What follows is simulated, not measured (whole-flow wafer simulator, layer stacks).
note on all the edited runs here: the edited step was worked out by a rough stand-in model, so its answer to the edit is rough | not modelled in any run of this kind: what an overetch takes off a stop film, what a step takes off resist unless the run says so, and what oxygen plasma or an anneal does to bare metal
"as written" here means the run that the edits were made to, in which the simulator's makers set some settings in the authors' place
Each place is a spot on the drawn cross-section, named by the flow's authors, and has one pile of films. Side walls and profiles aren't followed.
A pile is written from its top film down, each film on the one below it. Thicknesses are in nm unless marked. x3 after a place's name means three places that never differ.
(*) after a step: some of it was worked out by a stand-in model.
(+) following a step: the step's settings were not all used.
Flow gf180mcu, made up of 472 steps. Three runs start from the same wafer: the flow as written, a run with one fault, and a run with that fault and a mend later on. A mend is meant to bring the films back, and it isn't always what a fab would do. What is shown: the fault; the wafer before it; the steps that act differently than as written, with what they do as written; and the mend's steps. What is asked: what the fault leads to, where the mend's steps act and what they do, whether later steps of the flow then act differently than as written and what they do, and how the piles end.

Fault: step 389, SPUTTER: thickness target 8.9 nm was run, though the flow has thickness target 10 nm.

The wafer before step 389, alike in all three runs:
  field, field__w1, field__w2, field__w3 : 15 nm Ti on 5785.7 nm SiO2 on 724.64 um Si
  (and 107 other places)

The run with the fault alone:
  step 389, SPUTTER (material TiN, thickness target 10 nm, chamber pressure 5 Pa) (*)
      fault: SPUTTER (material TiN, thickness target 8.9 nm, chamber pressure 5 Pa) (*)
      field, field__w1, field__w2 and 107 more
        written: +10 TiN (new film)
        fault: +8.9 TiN (new film)
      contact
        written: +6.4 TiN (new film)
        fault: +5.7 TiN (new film)
  Later steps of the flow acting differently than as written (1 other step is not shown; it differs only slightly, by no more than 2% or 0.5 nm, whichever is larger):
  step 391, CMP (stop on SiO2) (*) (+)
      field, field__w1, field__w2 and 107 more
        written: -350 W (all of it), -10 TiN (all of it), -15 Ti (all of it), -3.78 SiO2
        fault: -350 W (all of it), -8.9 TiN (all of it), -15 Ti (all of it), -3.77 SiO2
  By the end, the piles at contact depart from the flow's by more than 2% or 0.5 nm, whichever is larger.
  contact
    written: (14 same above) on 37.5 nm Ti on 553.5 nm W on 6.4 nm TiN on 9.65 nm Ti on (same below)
    fault: (14 same above) on 37.5 nm Ti on 554.2 nm W on 5.7 nm TiN on 9.65 nm Ti on (same below)

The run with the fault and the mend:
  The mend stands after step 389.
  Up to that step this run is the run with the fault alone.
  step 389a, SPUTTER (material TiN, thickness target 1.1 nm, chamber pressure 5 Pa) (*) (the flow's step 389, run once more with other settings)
      field, field__w1, field__w2 and 107 more
        +1.1 TiN
      contact
        +0.7 TiN
  Later steps of the flow that are run all act as written at every place that is followed.
  By the end, the piles equal the flow's at every place that both follow.
